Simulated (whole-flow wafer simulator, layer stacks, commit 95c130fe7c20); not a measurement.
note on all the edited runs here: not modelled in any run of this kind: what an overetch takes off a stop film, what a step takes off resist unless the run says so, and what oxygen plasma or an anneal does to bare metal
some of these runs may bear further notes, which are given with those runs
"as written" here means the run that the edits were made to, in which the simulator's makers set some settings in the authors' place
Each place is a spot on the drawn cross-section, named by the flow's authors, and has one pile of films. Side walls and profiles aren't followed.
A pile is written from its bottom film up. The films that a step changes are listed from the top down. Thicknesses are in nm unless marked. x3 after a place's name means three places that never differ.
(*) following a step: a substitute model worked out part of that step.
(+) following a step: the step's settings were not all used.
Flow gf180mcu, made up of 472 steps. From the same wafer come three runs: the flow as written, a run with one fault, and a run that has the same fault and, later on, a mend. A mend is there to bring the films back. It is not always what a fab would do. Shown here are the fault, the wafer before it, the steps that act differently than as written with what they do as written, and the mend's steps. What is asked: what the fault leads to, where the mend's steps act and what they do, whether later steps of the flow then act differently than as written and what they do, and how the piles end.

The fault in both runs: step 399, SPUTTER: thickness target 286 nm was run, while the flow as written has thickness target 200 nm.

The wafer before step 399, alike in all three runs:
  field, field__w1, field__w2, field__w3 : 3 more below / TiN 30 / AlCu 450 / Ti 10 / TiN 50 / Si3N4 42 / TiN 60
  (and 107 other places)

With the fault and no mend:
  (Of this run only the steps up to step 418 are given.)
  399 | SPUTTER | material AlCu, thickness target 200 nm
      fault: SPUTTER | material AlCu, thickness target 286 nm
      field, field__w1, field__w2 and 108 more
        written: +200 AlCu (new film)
        fault: +286 AlCu (new film)
  Steps further on in the flow that do not act as written (not shown: 3 more steps that differ only slightly, by at most 2% or 0.5 nm, whichever is larger):
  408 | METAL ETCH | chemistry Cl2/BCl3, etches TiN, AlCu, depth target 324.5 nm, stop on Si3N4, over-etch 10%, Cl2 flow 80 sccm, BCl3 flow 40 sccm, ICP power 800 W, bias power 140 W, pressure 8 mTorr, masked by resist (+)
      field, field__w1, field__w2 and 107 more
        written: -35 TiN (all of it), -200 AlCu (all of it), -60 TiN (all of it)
        fault: -35 TiN (all of it), -286 AlCu (all of it), -3.5 TiN
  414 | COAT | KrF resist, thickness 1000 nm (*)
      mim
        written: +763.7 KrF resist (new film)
        fault: +741.4 KrF resist (new film)
  Once step 418 is done, the piles at field, field__w1, field__w2 and 109 more depart from the flow's by more than 2% or 0.5 nm, whichever is larger.
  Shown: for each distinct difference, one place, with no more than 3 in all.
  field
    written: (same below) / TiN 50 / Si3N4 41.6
    fault: (same below) / TiN 50 / Si3N4 42 / TiN 56.1
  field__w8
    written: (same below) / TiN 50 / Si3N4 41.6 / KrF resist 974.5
    fault: (same below) / TiN 50 / Si3N4 42 / TiN 56.1 / KrF resist 974.5
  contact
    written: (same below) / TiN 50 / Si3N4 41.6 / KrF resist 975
    fault: (same below) / TiN 50 / Si3N4 42 / TiN 56.1 / KrF resist 975

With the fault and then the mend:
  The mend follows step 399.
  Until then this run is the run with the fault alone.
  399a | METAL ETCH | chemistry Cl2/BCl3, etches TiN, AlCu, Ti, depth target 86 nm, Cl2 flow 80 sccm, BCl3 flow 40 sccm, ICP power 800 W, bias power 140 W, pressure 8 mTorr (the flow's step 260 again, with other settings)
      field, field__w1, field__w2 and 108 more
        -86 AlCu
  None of the later steps of the flow acts differently than as written at any place that is followed.
  The piles end the same as the flow's at every place that both follow.
